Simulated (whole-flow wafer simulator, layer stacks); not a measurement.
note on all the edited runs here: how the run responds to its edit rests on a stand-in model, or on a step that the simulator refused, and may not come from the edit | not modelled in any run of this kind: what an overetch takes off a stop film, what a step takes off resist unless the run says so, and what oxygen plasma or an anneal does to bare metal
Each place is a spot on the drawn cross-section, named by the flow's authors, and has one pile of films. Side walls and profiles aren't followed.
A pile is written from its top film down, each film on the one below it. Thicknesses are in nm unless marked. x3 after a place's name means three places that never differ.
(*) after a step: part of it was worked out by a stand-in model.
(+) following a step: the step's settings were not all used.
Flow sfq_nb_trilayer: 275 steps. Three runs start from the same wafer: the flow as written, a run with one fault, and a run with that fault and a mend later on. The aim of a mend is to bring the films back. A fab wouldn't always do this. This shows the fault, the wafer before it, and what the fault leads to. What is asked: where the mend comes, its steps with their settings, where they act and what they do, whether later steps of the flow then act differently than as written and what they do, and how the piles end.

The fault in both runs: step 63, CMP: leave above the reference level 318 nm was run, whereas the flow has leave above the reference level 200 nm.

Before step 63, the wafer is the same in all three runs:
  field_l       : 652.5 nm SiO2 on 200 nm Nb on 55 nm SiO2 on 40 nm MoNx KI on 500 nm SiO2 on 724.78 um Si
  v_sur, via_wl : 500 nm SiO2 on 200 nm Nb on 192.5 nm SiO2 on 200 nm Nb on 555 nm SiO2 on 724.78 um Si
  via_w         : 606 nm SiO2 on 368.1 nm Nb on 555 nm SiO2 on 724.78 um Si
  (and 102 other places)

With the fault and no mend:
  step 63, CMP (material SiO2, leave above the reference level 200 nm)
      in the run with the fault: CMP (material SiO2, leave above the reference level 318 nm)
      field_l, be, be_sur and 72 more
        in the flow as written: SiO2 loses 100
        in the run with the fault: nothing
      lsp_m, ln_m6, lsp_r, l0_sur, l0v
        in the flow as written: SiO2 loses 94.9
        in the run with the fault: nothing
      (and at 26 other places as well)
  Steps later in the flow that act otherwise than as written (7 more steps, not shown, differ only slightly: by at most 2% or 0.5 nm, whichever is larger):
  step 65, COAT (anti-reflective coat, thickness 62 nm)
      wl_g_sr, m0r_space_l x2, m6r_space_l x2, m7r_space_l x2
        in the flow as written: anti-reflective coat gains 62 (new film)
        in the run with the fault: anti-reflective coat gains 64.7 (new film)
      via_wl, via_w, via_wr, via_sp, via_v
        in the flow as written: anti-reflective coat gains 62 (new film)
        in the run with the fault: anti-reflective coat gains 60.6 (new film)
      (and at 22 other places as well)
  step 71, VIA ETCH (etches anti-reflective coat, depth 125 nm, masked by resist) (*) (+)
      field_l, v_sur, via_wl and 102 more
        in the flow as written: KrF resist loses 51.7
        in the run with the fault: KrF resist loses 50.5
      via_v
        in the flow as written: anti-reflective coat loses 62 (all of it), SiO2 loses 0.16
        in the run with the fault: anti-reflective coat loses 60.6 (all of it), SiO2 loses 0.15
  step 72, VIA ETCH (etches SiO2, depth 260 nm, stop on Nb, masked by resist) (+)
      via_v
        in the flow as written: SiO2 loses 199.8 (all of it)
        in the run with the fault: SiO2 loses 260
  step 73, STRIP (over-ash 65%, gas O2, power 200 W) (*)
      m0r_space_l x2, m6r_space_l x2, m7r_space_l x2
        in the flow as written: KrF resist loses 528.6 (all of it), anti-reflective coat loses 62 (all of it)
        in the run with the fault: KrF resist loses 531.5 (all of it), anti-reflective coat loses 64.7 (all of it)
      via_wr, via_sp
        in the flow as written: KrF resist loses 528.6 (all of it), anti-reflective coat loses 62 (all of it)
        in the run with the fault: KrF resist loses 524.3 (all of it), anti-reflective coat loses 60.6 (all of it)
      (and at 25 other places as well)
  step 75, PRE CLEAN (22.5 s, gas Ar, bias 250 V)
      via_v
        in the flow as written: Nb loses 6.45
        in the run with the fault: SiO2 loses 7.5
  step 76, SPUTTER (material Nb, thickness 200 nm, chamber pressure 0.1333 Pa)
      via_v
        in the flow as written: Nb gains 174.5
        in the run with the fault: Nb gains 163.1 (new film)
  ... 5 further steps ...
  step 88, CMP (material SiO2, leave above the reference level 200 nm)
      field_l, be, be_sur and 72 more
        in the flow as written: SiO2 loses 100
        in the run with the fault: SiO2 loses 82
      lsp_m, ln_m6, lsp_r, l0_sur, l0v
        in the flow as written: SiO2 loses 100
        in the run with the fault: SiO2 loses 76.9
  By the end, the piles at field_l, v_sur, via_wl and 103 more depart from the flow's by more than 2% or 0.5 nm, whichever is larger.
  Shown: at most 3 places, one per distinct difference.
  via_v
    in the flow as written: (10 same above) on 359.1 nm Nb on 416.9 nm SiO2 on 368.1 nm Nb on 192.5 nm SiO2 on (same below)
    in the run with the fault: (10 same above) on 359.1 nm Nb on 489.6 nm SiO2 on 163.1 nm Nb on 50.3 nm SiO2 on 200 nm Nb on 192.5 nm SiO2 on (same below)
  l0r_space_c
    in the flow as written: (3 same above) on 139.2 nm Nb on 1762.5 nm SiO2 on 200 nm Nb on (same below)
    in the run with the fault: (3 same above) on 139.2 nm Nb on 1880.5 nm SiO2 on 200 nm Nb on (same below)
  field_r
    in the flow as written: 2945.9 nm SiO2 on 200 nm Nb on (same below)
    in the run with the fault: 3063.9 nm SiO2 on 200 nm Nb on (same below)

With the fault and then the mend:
  The mend follows step 70.
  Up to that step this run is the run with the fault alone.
  step 70a, STRIP (over-ash 65%, gas O2, power 200 W) (*)
      wl_b_sl, wl_b_m5, wl_b_sr, wl_c_sl, wl_c_m6, wl_c_sr
        KrF resist loses 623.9 (all of it), anti-reflective coat loses 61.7 (all of it)
      m0r_line_l x2, m6r_line_l x2, m7r_line_l x2
        KrF resist loses 628.3 (all of it), anti-reflective coat loses 62.6 (all of it)
      m0r_space_l x2, m6r_space_l x2, m7r_space_l x2
        KrF resist loses 626.9 (all of it), anti-reflective coat loses 64.7 (all of it)
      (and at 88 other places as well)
  step 70b, CMP (material SiO2, leave above the reference level 200 nm) (a further turn of the flow's step 63)
      field_l, be, be_sur and 72 more
        SiO2 loses 100
      v_sur, via_wl, via_w and 23 more
        SiO2 loses 118
      lsp_m, ln_m6, lsp_r, l0_sur, l0v
        SiO2 loses 94.9
  step 70c, COAT (anti-reflective coat, thickness 62 nm) (a further turn of the flow's step 65)
      field_l, v_sur, via_wl and 103 more
        anti-reflective coat gains 62 (new film)
  step 70d, COAT (KrF resist, thickness 650 nm) (a further turn of the flow's step 66)
      field_l, v_sur, via_wl and 103 more
        KrF resist gains 650 (new film)
  step 70e, SOFTBAKE (KrF resist) (a further turn of the flow's step 67)
      alters no film at any place that is followed
  step 70f, EXPOSE (photomask I1, dose 11.91 mJ/cm2, NA 0.6, wavelength 248 nm) (*) (a further turn of the flow's step 68)
      alters no film at any place that is followed
  step 70g, PEB (KrF resist, 90 s) (a further turn of the flow's step 69)
      field_l, v_sur, via_wl and 103 more
        KrF resist loses 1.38
  step 70h, DEVELOP (KrF resist, thickness 650 nm, 60 s) (a further turn of the flow's step 70)
      field_l, v_sur, via_wl and 102 more
        KrF resist loses 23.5
      via_v
        KrF resist loses 648.6 (all of it)
  None of the later steps of the flow acts differently than as written at any place that is followed.
  By the end, the piles equal the flow's at every place that both follow.
